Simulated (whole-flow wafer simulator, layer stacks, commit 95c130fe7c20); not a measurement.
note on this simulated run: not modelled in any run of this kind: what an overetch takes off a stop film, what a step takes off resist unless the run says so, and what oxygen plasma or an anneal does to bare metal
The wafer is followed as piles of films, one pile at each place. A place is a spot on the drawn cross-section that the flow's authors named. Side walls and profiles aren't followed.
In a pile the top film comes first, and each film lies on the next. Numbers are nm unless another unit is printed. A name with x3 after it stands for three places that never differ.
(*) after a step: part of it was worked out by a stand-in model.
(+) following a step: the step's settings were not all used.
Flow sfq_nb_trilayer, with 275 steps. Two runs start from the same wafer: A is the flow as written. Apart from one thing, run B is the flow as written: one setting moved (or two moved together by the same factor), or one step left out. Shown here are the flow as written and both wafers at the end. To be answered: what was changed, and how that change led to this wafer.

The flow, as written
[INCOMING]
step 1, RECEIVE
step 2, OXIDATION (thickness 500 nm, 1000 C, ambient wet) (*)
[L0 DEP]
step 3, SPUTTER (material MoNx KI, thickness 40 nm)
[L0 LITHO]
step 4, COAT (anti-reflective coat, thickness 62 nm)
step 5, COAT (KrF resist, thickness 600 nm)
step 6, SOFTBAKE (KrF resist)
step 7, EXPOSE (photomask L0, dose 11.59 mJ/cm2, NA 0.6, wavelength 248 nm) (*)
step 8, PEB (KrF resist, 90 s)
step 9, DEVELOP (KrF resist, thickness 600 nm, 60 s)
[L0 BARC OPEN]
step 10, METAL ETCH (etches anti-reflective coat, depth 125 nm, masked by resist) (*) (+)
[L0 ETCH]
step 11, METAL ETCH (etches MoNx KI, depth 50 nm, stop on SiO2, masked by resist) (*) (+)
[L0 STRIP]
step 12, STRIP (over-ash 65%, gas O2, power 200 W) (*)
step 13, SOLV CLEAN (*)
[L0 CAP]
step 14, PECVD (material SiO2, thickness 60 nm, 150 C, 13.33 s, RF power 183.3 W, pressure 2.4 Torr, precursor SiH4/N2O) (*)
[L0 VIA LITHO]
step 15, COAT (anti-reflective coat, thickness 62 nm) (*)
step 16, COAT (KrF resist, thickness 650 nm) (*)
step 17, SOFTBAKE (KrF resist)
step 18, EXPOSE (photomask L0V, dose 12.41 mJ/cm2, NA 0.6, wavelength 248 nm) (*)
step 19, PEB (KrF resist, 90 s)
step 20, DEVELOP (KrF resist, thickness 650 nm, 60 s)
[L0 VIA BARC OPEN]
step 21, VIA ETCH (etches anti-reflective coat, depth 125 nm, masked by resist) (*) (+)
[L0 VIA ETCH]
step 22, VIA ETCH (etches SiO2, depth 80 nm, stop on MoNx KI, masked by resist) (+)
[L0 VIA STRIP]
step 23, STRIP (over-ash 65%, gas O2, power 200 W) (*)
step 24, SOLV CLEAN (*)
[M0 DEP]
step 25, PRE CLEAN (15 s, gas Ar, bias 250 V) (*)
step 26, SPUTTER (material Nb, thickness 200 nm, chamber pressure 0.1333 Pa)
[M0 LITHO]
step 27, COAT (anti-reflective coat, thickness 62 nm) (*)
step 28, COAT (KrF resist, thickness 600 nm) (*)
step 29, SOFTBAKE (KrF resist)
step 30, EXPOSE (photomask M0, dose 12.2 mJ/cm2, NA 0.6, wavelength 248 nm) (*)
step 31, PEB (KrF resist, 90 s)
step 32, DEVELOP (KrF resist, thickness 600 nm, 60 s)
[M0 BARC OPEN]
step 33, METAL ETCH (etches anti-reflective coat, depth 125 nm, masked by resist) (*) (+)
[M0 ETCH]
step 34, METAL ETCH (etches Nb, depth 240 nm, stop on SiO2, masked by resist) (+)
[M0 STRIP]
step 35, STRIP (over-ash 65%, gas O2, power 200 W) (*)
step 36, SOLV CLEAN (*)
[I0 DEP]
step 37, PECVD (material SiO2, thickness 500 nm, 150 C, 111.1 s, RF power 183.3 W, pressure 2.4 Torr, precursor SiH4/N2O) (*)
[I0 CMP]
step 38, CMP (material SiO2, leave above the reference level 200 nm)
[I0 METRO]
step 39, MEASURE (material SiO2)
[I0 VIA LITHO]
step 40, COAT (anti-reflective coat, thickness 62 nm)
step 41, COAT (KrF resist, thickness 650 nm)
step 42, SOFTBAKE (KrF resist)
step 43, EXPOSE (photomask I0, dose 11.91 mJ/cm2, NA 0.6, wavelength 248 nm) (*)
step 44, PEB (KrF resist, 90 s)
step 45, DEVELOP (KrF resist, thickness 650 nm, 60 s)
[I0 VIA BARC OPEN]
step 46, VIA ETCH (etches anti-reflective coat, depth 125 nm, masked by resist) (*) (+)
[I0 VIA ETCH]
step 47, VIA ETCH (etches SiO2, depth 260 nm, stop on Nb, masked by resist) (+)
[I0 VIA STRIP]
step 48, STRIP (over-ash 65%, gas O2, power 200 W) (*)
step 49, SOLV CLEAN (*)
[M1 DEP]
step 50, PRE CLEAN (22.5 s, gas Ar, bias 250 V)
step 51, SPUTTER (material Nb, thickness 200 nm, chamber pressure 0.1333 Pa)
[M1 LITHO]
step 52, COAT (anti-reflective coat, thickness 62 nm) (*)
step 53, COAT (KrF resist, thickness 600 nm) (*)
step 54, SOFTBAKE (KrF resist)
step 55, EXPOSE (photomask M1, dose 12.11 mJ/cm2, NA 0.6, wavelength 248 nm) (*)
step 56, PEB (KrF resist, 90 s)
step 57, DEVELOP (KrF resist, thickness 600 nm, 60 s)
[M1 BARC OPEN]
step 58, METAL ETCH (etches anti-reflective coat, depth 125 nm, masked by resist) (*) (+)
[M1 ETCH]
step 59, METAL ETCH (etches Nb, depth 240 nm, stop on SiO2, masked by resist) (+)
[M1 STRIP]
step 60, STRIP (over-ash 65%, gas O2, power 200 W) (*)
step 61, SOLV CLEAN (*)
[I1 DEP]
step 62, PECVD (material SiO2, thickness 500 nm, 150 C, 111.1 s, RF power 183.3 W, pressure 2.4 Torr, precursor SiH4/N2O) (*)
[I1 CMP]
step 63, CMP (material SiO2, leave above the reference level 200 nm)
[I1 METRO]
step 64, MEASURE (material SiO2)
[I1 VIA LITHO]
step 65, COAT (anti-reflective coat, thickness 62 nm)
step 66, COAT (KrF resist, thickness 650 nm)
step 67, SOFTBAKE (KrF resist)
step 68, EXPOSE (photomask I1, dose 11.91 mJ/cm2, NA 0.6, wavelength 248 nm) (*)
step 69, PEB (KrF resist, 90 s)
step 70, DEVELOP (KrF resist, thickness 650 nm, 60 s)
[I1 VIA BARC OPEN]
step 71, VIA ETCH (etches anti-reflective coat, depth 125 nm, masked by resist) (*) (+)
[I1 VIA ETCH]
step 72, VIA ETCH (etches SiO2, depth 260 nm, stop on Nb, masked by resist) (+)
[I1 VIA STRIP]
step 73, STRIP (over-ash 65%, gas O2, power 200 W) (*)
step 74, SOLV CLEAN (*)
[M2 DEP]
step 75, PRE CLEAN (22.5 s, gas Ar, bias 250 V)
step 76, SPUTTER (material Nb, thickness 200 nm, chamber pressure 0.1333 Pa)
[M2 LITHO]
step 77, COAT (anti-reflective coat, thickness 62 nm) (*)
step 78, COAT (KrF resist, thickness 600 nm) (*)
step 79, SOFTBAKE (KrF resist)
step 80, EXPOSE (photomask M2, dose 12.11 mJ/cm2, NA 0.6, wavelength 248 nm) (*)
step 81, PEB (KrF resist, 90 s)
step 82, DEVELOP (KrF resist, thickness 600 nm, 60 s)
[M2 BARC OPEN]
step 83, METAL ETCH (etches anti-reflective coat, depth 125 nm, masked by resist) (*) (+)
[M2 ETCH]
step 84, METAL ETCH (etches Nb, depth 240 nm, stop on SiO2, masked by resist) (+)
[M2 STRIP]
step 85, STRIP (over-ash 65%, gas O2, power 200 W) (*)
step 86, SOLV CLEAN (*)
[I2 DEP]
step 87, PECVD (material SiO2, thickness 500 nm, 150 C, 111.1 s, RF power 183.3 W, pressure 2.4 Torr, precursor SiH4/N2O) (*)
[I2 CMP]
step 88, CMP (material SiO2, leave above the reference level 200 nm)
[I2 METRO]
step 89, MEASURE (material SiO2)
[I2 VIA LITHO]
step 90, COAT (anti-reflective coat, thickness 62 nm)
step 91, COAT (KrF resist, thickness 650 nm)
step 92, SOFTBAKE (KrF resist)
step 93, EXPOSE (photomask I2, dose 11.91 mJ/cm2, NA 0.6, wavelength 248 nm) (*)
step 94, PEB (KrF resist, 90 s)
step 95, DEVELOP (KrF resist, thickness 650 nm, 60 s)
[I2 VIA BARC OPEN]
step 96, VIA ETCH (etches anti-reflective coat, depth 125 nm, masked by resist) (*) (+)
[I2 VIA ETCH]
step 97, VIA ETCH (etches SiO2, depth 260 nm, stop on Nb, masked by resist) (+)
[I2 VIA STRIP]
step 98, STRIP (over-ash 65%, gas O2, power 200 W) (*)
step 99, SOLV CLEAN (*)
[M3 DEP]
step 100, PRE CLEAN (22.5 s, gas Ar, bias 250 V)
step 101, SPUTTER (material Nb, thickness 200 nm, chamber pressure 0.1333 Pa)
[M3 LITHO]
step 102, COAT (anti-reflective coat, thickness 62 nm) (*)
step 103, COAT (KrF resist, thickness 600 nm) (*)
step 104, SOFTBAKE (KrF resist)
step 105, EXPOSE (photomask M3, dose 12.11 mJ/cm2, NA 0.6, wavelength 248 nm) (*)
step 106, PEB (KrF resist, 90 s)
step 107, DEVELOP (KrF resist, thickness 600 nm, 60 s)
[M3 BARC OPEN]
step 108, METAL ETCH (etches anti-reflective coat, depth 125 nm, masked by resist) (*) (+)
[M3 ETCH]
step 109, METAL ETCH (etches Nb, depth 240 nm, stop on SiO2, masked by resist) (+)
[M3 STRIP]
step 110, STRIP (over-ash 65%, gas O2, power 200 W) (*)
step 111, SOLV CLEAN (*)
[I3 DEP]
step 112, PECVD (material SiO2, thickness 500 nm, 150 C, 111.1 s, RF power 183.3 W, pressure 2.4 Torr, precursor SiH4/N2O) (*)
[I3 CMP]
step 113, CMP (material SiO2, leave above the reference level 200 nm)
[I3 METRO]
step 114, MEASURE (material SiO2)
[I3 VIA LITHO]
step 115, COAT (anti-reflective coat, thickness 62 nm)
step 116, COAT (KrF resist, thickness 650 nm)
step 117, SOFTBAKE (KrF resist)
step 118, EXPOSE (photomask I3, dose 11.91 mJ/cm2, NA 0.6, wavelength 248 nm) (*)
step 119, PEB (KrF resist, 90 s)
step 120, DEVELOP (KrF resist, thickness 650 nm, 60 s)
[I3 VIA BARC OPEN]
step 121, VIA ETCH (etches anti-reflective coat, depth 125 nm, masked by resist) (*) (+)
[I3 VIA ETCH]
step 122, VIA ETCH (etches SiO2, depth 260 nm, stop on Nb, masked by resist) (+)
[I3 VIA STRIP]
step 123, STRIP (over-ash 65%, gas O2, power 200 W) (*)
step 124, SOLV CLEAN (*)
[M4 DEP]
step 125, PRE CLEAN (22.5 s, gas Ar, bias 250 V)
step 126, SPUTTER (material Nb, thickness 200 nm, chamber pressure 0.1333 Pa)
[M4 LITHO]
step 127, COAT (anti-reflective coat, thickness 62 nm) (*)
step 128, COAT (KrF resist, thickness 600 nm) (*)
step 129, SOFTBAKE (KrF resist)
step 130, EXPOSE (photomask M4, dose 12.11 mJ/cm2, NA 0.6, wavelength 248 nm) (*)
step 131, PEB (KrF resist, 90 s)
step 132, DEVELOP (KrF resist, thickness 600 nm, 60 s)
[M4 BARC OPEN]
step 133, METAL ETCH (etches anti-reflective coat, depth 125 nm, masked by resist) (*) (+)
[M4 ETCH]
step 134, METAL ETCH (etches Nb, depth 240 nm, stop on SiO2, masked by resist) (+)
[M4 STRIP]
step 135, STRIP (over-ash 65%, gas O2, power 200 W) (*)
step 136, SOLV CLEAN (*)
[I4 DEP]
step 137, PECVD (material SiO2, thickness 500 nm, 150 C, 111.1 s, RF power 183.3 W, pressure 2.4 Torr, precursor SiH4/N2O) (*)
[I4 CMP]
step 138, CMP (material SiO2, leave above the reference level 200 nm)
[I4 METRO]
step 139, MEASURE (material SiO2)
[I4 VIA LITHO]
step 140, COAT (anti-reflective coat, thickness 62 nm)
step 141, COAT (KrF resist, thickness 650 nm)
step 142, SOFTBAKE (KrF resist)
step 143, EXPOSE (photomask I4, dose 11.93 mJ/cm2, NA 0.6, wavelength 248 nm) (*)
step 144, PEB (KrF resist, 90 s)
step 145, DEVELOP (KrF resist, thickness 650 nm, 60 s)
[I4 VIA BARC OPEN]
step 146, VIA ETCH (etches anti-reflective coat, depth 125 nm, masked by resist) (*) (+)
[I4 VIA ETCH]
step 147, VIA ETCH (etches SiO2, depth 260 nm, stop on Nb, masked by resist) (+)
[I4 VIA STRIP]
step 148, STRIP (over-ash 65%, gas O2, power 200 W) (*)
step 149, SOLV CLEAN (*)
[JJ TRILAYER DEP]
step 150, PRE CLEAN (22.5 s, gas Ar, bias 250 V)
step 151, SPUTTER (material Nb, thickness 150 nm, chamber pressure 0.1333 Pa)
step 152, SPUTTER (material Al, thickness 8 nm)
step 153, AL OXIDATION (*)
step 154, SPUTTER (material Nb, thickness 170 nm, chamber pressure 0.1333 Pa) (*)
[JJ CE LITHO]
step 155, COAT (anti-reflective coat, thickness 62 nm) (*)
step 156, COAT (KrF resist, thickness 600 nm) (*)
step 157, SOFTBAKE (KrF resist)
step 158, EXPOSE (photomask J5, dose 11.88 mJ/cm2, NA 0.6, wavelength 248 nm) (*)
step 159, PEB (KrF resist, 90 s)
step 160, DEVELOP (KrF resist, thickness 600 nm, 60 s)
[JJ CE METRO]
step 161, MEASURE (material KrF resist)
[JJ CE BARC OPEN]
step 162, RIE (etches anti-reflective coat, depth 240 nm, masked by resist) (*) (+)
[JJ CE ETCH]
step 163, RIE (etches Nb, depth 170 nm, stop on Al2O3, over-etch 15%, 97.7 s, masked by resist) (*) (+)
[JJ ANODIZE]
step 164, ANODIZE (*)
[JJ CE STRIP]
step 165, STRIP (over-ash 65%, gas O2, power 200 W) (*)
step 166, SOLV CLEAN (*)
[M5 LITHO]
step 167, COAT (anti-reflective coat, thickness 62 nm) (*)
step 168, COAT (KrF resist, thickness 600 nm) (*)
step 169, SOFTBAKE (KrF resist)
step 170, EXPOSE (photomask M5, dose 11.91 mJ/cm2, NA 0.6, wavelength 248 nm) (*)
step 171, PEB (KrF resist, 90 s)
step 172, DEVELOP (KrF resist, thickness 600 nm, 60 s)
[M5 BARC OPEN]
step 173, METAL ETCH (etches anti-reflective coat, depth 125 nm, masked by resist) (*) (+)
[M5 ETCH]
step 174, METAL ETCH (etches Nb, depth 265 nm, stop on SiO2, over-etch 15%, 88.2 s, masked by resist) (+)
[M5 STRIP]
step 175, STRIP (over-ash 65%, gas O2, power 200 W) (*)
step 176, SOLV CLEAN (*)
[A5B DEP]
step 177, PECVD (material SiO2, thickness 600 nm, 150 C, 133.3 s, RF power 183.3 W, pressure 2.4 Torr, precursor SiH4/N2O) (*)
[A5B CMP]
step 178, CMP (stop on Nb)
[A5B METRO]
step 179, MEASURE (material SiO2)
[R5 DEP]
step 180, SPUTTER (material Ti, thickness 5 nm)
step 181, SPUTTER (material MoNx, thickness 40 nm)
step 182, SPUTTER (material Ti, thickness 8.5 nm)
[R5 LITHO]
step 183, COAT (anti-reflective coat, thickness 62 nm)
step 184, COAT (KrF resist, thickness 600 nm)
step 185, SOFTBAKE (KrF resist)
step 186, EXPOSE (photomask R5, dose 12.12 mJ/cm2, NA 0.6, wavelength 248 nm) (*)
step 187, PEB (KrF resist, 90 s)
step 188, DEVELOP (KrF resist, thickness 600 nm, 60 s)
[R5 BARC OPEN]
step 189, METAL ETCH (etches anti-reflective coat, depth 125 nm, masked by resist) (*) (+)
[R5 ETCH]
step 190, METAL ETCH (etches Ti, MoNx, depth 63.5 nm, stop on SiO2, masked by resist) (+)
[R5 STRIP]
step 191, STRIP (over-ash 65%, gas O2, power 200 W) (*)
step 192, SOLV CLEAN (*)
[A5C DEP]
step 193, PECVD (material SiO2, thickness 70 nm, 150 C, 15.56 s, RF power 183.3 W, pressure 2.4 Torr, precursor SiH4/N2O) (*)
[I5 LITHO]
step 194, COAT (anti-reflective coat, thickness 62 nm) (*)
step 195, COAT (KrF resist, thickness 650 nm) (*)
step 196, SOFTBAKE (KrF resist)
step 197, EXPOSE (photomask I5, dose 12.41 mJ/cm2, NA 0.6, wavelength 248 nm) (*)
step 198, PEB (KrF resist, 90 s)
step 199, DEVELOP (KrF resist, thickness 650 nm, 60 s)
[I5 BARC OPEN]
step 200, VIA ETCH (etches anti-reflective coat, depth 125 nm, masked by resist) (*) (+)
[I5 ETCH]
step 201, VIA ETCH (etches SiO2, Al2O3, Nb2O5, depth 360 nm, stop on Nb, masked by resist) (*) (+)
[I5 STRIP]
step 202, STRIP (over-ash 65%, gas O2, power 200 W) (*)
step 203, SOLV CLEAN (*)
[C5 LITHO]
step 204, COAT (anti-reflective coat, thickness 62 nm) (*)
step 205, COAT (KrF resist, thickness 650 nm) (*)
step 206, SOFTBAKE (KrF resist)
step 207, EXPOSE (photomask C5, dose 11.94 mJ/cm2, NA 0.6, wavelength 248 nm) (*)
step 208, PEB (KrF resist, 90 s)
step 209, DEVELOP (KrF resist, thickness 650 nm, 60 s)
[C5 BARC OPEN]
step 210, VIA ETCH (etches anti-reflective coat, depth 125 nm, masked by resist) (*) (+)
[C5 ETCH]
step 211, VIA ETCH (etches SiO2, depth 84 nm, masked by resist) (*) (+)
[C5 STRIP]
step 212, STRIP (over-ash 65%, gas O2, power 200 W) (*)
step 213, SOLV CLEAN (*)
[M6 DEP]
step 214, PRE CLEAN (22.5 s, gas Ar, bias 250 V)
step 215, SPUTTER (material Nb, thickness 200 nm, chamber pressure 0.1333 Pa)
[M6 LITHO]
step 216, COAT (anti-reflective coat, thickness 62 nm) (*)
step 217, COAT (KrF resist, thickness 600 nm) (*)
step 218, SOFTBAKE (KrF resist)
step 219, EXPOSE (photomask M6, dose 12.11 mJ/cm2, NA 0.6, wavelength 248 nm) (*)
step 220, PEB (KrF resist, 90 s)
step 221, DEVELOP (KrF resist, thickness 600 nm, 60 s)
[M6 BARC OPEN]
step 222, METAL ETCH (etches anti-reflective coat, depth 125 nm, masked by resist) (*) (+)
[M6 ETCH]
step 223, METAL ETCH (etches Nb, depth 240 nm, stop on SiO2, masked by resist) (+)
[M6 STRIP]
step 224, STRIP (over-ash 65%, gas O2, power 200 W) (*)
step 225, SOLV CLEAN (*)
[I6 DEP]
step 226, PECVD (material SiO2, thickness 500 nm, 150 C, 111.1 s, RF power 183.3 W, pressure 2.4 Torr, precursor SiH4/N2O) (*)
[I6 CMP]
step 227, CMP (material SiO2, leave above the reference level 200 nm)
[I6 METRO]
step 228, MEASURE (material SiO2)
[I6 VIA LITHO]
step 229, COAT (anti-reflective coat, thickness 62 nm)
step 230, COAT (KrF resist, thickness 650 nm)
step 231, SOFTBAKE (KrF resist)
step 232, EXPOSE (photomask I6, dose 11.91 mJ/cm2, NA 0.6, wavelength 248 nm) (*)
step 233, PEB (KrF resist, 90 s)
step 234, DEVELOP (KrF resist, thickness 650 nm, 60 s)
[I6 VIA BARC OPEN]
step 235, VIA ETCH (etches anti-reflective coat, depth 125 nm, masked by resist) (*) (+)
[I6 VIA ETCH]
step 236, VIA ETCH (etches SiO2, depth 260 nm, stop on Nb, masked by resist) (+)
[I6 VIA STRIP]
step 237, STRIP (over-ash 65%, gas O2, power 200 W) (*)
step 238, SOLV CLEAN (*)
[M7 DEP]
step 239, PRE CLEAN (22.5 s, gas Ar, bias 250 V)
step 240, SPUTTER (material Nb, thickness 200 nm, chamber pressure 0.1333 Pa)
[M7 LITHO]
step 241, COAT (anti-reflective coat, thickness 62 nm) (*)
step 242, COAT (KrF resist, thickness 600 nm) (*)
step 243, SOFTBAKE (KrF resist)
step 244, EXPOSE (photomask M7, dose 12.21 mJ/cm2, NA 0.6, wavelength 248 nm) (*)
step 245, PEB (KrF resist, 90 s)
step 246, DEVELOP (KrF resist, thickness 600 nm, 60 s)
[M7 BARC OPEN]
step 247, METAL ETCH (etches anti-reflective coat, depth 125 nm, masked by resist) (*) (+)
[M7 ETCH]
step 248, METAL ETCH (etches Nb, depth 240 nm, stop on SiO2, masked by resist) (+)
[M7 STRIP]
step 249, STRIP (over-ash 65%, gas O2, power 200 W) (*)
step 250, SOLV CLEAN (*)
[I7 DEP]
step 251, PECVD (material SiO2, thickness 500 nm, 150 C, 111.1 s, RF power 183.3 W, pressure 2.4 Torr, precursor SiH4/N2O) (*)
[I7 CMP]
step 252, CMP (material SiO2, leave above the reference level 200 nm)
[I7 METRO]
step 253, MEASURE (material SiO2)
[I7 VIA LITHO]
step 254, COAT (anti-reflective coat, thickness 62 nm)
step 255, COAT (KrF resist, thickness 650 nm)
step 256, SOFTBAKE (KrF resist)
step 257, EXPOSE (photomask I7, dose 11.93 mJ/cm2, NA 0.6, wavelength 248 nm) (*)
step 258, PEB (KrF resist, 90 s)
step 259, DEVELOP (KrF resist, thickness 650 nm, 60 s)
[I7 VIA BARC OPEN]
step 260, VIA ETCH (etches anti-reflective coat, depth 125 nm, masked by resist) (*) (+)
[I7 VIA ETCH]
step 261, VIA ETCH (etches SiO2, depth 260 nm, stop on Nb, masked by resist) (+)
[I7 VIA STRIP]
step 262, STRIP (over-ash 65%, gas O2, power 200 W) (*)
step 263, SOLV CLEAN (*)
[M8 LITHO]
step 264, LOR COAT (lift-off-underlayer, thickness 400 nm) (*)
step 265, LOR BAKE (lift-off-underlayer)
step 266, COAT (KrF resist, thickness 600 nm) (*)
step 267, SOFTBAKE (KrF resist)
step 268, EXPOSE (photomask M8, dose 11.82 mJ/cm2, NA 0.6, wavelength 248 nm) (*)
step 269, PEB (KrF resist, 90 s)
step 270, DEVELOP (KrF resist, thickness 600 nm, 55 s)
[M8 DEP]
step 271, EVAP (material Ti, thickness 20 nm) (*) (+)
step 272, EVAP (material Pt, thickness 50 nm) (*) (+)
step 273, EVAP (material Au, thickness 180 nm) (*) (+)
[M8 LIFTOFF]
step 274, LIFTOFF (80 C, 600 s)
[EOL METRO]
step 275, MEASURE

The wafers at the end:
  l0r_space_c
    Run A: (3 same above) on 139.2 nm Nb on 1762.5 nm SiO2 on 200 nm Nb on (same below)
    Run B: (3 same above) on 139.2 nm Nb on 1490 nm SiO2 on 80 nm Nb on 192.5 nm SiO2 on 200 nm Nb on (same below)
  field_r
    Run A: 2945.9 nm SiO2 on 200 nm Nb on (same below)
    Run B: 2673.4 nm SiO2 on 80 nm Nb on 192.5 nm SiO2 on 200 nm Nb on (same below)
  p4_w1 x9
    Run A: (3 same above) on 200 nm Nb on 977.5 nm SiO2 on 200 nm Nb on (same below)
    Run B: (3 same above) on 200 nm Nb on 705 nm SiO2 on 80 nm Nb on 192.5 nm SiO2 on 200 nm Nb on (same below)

The reason: step 59, METAL ETCH: depth 120 nm was run, though the flow has depth 240 nm.

Step by step, how the change led to this:
  step 59, METAL ETCH (etches Nb, depth 240 nm, stop on SiO2, masked by resist) (+)
      field_l, be, be_sur and 79 more: A -200 Nb (all of it) | B -120 Nb
      v_sur, via_wl, via_w and 21 more: A -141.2 KrF resist | B -70.6 KrF resist
  step 60, STRIP (over-ash 65%, gas O2, power 200 W) (*)
      wl_j_sl, wl_jj, wl_j_sr and 13 more: A -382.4 KrF resist (all of it), -62 anti-reflective coat (all of it) | B -453 KrF resist (all of it), -62 anti-reflective coat (all of it)
      v_sur: A -365.9 KrF resist (all of it), -61.1 anti-reflective coat (all of it) | B -436.5 KrF resist (all of it), -61.1 anti-reflective coat (all of it)
      (and at 7 other places as well)
  step 62, PECVD (material SiO2, thickness 500 nm, 150 C, 111.1 s, RF power 183.3 W, pressure 2.4 Torr, precursor SiH4/N2O) (*)
      field_l, be, be_sur and 72 more: A +500 SiO2 | B +500 SiO2 (new film)
      lsp_m, ln_m6, lsp_r, l0_sur, l0v: A +494.9 SiO2 | B +500 SiO2 (new film)
      (and at 2 other places as well)
  step 63, CMP (material SiO2, leave above the reference level 200 nm)
      field_l, be, be_sur and 72 more: A -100 SiO2 | B -180 SiO2
      lsp_m, ln_m6, lsp_r, l0_sur, l0v: A -94.9 SiO2 | B -180 SiO2
      (and at 2 other places as well)
Taking metal films that touch as one body, l0r_space_c has 3 bodies (between them, from the top down: SiO2 1490; SiO2 192.5); the flow as written gives 2 bodies (between them, from the top down: SiO2 1762.5).
Taking metal films that touch as one body, field_r has 2 bodies (between them, from the top down: SiO2 192.5); the flow as written gives 1 body.
Taking metal films that touch as one body, p4_w1 x9 has 4 bodies (between them, from the top down: SiO2 192.5; SiO2 705; SiO2 192.5); the flow as written gives 3 bodies (between them, from the top down: SiO2 192.5; SiO2 977.5).
